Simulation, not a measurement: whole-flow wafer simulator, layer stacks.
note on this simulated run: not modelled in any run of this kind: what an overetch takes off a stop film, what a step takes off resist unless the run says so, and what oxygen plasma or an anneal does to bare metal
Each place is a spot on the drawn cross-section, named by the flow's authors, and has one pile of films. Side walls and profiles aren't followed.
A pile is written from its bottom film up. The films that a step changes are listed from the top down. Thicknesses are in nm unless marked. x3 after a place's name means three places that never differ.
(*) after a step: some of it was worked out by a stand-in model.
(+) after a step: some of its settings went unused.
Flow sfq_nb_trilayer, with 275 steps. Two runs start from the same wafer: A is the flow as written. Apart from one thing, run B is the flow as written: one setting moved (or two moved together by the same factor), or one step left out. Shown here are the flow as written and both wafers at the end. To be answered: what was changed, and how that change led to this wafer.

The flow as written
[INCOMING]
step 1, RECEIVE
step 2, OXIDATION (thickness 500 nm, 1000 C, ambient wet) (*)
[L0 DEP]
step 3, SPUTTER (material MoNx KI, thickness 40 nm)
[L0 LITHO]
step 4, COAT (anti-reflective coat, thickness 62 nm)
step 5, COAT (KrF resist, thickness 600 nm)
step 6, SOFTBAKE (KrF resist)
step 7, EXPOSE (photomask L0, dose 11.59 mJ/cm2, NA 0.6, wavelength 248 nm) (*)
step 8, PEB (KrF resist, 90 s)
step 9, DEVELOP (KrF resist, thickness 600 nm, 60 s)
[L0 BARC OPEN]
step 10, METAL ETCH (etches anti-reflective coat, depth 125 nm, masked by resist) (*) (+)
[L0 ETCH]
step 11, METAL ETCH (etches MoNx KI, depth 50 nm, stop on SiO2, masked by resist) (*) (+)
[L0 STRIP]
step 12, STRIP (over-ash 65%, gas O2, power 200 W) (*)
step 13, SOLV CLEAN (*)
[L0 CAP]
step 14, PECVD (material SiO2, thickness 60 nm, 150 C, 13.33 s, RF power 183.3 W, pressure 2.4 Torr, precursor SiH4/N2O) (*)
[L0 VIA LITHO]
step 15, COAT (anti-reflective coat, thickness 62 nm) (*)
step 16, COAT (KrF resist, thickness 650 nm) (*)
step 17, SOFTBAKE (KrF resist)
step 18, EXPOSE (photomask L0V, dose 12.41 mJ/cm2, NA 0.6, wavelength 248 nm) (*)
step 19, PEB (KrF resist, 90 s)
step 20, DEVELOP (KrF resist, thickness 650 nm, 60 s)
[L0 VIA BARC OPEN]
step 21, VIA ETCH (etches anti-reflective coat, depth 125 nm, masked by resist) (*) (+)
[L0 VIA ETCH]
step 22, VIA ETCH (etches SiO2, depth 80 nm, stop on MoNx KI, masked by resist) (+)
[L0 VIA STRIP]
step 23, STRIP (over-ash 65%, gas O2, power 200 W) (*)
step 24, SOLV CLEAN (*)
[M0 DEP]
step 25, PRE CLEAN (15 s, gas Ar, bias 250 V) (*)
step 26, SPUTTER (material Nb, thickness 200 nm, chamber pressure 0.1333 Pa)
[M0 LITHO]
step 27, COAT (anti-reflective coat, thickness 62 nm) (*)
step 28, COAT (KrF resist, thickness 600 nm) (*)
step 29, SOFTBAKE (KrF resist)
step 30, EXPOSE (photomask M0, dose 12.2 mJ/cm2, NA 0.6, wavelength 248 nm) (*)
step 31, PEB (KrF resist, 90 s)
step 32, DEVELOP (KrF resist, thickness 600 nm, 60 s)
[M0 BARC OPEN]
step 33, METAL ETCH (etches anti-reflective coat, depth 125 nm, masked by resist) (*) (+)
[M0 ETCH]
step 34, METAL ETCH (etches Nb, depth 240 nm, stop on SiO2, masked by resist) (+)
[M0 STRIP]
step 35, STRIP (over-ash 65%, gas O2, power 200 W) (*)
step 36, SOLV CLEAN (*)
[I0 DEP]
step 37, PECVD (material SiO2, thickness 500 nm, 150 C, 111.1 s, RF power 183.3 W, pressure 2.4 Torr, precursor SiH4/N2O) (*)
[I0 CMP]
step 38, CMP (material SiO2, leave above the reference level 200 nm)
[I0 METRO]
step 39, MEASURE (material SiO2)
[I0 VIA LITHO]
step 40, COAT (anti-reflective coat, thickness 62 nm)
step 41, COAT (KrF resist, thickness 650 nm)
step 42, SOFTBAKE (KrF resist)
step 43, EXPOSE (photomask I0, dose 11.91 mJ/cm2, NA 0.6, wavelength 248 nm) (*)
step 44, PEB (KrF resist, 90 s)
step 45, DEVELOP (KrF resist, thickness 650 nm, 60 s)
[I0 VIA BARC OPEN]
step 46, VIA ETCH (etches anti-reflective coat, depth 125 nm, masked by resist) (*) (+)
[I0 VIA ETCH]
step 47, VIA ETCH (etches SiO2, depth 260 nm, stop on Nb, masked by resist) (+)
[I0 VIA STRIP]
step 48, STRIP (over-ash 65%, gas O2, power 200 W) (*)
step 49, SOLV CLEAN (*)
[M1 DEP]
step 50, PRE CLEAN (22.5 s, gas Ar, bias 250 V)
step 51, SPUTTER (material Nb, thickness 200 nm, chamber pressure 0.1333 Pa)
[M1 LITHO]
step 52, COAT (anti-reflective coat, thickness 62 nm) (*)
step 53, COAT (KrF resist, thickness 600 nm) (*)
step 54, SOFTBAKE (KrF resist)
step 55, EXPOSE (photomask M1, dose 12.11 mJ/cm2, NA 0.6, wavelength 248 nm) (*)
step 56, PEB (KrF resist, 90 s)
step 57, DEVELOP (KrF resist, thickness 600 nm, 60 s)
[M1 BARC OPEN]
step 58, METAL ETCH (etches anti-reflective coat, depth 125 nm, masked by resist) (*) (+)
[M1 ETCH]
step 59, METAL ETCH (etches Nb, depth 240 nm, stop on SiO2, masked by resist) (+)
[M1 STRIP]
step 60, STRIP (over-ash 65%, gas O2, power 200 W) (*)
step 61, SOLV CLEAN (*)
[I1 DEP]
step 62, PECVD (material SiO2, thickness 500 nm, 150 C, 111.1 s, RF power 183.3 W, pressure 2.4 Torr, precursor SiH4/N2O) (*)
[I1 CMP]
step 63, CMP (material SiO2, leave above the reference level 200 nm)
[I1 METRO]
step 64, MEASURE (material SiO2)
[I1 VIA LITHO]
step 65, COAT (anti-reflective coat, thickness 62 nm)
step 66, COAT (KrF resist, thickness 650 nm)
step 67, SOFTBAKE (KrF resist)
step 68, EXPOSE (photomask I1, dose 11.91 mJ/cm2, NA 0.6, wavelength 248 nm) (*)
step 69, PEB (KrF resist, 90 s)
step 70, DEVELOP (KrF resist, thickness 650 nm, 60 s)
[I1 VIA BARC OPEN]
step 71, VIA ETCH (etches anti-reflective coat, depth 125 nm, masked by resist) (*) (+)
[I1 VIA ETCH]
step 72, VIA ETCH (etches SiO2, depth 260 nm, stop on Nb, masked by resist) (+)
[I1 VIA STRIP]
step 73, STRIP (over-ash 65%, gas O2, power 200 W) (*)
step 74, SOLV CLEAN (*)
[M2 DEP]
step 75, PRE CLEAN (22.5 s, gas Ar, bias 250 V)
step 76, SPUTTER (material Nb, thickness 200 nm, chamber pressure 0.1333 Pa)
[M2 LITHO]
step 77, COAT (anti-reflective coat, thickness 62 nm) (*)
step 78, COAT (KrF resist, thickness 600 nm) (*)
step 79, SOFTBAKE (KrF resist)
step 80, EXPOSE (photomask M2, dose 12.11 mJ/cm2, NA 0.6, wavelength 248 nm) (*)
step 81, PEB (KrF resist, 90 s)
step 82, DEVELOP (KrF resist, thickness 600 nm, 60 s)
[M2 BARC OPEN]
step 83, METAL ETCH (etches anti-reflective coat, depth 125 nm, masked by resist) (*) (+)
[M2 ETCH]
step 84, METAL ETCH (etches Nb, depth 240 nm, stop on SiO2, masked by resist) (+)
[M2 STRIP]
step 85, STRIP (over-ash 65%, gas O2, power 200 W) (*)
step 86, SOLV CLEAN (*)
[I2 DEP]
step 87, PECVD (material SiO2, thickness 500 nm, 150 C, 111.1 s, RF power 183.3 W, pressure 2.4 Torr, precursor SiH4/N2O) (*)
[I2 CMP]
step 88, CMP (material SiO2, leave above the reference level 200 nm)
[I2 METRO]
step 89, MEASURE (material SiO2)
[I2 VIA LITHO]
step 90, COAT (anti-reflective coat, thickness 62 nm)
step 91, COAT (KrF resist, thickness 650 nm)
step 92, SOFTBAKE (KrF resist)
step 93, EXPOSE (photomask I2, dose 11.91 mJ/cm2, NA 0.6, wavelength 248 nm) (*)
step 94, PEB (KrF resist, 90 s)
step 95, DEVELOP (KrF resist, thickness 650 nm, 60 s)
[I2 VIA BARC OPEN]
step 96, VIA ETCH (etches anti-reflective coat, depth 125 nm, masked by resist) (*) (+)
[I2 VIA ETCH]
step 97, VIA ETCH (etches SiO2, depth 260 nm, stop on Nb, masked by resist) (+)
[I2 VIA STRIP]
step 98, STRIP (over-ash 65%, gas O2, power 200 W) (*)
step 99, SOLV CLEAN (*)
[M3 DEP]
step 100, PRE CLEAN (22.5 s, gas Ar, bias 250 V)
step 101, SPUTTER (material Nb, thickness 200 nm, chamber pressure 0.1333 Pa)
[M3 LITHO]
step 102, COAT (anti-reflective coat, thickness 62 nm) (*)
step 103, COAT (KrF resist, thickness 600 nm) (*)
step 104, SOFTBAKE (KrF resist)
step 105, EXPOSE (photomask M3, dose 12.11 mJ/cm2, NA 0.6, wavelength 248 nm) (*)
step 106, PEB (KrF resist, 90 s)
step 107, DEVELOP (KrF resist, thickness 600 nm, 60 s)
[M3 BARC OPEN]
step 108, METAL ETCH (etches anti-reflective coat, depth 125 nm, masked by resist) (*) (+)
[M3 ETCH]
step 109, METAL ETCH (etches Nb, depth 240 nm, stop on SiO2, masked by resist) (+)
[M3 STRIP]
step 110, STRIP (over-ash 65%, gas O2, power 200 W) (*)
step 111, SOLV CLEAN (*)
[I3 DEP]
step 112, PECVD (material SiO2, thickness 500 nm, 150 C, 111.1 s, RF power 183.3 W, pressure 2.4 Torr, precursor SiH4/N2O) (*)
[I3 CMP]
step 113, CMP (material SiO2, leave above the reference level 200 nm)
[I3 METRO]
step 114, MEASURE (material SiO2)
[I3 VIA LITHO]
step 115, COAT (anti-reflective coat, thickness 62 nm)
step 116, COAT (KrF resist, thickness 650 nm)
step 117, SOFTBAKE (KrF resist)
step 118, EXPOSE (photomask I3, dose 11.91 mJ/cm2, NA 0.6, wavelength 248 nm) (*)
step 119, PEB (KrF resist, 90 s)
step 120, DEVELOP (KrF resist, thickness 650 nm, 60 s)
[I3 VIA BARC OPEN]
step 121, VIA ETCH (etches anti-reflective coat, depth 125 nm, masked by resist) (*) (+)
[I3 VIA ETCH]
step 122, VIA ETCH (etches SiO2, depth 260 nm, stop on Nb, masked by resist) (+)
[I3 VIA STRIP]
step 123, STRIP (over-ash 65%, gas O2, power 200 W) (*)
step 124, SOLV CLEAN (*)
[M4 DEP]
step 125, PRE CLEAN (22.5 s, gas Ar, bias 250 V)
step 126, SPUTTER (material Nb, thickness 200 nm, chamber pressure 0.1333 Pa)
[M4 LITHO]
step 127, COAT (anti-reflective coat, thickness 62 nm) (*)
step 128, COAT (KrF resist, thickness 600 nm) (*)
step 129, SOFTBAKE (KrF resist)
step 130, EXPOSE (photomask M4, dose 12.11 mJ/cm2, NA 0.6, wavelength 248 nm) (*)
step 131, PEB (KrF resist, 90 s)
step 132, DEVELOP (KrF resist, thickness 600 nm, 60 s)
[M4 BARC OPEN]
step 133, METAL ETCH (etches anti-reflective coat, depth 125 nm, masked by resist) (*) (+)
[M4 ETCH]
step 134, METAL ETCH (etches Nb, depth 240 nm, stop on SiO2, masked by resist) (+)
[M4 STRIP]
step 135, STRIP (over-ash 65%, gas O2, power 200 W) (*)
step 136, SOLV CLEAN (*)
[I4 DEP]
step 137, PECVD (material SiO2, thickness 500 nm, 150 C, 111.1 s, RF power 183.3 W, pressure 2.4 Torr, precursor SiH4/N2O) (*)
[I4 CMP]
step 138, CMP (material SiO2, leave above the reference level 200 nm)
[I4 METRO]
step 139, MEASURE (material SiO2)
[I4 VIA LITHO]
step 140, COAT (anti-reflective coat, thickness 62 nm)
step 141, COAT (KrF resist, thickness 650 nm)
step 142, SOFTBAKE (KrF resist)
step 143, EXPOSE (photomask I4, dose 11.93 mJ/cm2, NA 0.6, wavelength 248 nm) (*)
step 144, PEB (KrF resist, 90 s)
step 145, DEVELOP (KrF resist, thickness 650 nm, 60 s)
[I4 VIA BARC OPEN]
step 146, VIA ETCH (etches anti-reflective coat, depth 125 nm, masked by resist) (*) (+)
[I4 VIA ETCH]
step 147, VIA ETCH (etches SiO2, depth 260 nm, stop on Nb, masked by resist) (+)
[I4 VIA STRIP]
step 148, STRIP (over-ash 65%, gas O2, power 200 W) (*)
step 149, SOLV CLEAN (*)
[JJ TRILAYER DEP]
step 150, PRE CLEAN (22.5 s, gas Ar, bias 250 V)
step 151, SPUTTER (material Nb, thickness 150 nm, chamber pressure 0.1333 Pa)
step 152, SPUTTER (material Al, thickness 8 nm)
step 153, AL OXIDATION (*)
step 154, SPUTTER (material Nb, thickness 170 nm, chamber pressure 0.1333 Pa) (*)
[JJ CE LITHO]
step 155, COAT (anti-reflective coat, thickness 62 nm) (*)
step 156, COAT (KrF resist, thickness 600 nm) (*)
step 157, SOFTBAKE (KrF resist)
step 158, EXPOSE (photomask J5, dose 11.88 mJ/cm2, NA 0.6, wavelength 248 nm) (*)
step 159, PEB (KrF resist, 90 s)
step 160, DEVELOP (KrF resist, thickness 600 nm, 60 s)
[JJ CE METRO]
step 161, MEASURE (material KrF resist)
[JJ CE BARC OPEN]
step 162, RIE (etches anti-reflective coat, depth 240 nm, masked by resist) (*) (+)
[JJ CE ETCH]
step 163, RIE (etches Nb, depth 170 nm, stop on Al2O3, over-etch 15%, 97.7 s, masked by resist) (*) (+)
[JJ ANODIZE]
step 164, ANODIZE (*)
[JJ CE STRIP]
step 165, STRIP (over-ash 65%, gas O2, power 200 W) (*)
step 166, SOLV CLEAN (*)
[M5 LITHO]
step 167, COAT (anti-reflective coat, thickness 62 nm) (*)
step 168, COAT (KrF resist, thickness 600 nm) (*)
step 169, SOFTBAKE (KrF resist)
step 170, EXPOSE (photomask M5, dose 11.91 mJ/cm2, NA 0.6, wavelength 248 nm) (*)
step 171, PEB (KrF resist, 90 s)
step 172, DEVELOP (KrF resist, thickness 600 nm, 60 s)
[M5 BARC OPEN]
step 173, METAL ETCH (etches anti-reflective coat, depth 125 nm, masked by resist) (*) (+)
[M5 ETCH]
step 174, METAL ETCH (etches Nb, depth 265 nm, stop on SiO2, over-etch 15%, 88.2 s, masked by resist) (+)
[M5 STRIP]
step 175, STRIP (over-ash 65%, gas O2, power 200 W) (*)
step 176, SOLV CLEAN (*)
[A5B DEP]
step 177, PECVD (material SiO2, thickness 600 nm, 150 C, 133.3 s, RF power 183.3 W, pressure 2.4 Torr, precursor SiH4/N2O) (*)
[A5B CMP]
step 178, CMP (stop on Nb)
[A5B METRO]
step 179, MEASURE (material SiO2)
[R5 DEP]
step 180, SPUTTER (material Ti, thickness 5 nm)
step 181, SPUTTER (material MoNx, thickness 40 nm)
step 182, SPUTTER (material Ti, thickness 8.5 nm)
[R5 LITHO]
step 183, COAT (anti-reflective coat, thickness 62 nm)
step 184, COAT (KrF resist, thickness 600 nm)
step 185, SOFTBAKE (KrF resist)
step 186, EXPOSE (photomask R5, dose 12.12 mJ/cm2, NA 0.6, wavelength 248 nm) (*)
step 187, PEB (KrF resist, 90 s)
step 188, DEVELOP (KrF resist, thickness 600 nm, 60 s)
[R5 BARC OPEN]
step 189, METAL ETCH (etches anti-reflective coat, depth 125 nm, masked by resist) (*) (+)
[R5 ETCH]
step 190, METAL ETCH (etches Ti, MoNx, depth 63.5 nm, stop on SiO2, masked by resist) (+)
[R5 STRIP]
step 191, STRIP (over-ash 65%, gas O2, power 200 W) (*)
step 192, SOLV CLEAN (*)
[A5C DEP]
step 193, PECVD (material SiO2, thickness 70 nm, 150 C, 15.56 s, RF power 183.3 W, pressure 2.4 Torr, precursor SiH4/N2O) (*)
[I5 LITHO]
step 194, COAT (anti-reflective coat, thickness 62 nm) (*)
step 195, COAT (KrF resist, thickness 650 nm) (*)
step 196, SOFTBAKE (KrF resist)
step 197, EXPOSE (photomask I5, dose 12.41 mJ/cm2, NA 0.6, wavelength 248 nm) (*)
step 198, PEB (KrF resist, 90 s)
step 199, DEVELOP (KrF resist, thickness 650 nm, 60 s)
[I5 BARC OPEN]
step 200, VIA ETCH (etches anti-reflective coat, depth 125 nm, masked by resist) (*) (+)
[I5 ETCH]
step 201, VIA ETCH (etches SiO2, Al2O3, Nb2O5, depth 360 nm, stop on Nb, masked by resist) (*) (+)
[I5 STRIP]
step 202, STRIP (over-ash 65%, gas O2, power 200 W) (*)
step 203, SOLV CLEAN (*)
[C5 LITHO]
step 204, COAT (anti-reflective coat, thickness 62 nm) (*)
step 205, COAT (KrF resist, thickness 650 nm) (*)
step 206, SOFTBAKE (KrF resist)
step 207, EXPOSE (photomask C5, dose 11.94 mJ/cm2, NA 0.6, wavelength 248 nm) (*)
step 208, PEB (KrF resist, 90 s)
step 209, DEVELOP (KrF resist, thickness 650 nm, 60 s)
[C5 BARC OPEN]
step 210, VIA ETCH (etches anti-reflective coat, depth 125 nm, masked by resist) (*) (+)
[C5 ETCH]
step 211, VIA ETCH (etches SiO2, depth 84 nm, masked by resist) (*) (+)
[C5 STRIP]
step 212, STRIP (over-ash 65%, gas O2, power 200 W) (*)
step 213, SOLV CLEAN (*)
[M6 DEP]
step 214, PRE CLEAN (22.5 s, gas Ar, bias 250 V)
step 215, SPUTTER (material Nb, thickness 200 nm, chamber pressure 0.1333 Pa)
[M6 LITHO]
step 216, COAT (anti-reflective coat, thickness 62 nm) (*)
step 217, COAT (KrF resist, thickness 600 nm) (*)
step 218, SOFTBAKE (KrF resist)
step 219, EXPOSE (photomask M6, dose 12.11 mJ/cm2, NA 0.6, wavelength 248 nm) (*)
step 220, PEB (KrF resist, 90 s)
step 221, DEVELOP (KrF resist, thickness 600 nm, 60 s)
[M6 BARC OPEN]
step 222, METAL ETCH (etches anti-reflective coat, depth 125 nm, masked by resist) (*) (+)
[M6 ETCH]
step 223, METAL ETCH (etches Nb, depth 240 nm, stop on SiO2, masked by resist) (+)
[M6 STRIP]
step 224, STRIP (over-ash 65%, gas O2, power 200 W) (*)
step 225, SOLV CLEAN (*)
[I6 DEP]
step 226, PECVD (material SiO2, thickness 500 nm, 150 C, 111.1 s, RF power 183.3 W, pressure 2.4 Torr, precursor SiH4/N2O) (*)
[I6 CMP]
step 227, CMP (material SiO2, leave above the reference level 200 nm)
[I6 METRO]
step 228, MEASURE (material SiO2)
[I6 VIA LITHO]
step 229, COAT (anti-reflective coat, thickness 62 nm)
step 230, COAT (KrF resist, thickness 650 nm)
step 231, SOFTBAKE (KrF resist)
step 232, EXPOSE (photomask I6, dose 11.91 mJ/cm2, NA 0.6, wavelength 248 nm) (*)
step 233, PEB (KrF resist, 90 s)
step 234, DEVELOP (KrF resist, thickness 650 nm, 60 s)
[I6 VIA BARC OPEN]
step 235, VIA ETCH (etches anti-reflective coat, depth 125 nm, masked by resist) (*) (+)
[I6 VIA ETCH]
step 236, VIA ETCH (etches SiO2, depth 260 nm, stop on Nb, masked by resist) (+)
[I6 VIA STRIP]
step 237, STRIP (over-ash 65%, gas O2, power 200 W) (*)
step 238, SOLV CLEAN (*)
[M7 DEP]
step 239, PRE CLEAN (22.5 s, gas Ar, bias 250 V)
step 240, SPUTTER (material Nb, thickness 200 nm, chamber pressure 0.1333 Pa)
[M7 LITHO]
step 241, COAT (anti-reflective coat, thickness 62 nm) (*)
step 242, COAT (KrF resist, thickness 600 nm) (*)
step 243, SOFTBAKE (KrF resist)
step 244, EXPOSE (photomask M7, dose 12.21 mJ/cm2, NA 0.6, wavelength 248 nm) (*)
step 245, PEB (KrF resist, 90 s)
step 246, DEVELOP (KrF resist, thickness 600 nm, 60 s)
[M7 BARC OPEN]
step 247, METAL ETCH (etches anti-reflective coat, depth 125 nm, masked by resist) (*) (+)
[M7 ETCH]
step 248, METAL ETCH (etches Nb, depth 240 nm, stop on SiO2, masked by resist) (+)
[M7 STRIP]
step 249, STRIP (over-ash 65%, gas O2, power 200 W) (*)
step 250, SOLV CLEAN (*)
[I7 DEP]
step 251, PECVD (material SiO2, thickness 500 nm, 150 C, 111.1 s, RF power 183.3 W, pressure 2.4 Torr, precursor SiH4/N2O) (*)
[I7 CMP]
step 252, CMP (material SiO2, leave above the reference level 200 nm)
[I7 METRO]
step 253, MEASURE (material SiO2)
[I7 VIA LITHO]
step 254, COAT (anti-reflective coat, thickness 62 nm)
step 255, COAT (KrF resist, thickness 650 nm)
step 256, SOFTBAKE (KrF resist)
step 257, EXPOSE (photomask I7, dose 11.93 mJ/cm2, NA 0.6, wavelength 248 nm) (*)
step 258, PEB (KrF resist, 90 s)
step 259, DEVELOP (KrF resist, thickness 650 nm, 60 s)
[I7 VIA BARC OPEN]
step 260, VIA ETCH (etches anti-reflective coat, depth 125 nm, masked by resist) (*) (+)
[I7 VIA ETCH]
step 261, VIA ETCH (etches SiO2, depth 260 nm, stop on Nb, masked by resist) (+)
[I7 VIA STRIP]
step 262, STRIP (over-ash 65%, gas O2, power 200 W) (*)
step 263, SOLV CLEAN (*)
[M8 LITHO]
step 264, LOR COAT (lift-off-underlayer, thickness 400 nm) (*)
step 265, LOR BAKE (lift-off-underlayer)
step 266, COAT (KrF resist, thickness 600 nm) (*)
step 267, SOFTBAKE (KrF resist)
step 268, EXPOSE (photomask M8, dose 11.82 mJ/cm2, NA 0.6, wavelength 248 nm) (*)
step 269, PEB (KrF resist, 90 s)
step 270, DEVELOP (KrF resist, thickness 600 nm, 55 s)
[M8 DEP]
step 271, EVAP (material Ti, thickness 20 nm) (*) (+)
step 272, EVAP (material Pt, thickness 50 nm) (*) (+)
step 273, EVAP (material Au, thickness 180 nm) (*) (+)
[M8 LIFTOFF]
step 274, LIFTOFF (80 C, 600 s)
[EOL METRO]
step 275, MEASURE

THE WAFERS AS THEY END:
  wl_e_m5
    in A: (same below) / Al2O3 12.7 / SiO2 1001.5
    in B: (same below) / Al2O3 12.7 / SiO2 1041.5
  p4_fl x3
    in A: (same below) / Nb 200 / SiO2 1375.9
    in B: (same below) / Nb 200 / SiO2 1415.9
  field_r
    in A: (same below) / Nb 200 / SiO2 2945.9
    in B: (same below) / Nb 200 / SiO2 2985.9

The reason: step 240, SPUTTER: thickness 240 nm was run, though the flow has thickness 200 nm.

The path from the change to this, step by step:
  step 240, SPUTTER (material Nb, thickness 200 nm, chamber pressure 0.1333 Pa)
      field_l, v_sur, via_wl and 102 more: A +200 Nb (new film) | B +240 Nb (new film)
      via_v: A +161.1 Nb | B +193.5 Nb
  step 241, COAT (anti-reflective coat, thickness 62 nm) (*)
      via_v: A +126 anti-reflective coat (new film) | B +128.7 anti-reflective coat (new film)
  step 248, METAL ETCH (etches Nb, depth 240 nm, stop on SiO2, masked by resist) (+)
      field_l, field_r, lsp_l and 62 more: A -200 Nb (all of it) | B -240 Nb (all of it)
  step 249, STRIP (over-ash 65%, gas O2, power 200 W) (*)
      via_v: A -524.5 KrF resist (all of it), -126 anti-reflective coat (all of it) | B -528.7 KrF resist (all of it), -128.7 anti-reflective coat (all of it)
  step 251, PECVD (material SiO2, thickness 500 nm, 150 C, 111.1 s, RF power 183.3 W, pressure 2.4 Torr, precursor SiH4/N2O) (*)
      m7r_space_l x2: A +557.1 SiO2 | B +597.1 SiO2
  step 252, CMP (material SiO2, leave above the reference level 200 nm)
      field_l, p4_fl x3, p4_w1 x9 and 46 more: A -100 SiO2 | B -60 SiO2
      field_r, lsp_l: A -77.7 SiO2 | B -33.2 SiO2
      (and at 3 other places as well)
